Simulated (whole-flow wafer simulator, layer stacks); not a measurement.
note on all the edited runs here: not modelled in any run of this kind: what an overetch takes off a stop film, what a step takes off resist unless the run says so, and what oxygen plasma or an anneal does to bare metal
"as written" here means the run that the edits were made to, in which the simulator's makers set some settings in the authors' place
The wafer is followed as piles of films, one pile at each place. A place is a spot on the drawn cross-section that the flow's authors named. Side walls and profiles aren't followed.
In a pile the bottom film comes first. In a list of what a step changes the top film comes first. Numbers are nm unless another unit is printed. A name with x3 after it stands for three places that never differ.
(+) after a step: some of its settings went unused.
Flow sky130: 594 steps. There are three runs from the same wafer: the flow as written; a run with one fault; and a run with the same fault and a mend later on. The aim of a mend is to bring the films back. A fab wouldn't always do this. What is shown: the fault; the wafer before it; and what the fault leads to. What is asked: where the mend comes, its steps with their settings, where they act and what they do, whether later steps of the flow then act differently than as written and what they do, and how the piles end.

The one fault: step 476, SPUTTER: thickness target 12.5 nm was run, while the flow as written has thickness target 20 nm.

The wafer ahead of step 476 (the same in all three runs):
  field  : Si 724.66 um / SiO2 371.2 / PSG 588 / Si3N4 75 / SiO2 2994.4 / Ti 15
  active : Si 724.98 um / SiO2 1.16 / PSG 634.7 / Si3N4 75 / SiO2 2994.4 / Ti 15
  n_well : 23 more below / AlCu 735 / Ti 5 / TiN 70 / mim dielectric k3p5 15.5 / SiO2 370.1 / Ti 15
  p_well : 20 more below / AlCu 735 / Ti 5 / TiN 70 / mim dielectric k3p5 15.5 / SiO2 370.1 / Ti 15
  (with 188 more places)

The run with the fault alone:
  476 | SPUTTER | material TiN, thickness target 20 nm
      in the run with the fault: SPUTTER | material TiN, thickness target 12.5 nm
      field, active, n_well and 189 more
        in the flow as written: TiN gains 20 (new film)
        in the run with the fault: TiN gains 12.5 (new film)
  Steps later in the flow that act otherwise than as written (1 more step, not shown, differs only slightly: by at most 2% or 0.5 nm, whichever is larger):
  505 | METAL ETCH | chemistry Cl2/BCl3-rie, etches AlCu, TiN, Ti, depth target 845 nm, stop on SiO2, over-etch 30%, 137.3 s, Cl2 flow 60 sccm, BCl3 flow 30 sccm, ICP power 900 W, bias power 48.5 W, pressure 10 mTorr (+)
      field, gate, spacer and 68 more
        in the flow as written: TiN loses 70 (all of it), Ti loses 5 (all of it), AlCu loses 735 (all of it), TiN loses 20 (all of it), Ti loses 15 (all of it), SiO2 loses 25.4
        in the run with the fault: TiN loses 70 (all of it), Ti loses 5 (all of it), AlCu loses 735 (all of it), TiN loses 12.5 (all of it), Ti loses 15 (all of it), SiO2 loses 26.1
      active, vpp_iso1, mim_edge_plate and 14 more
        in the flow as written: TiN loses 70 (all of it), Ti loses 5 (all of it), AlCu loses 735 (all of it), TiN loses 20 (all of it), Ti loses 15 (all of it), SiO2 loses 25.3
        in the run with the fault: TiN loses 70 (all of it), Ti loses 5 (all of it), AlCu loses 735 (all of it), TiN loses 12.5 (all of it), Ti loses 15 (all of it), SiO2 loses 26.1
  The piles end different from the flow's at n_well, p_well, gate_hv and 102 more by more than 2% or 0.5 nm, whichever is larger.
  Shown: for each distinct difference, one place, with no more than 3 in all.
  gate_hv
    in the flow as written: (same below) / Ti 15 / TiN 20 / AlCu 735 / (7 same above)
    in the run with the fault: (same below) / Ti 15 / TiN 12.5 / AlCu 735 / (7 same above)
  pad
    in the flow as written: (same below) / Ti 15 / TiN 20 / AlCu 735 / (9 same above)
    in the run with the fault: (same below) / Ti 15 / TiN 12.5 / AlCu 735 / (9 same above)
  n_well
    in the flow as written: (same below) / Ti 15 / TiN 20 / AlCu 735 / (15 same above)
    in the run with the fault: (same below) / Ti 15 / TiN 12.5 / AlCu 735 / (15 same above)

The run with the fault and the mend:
  The mend stands after step 476.
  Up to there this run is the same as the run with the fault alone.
  476a | SPUTTER | material TiN, thickness target 7.5 nm (the flow's step 476 again, with other settings)
      field, active, n_well and 189 more
        TiN gains 7.5
  Every later step of the flow that is run acts as written at every place that is followed.
  The piles end the same as the flow's at every place that both follow.
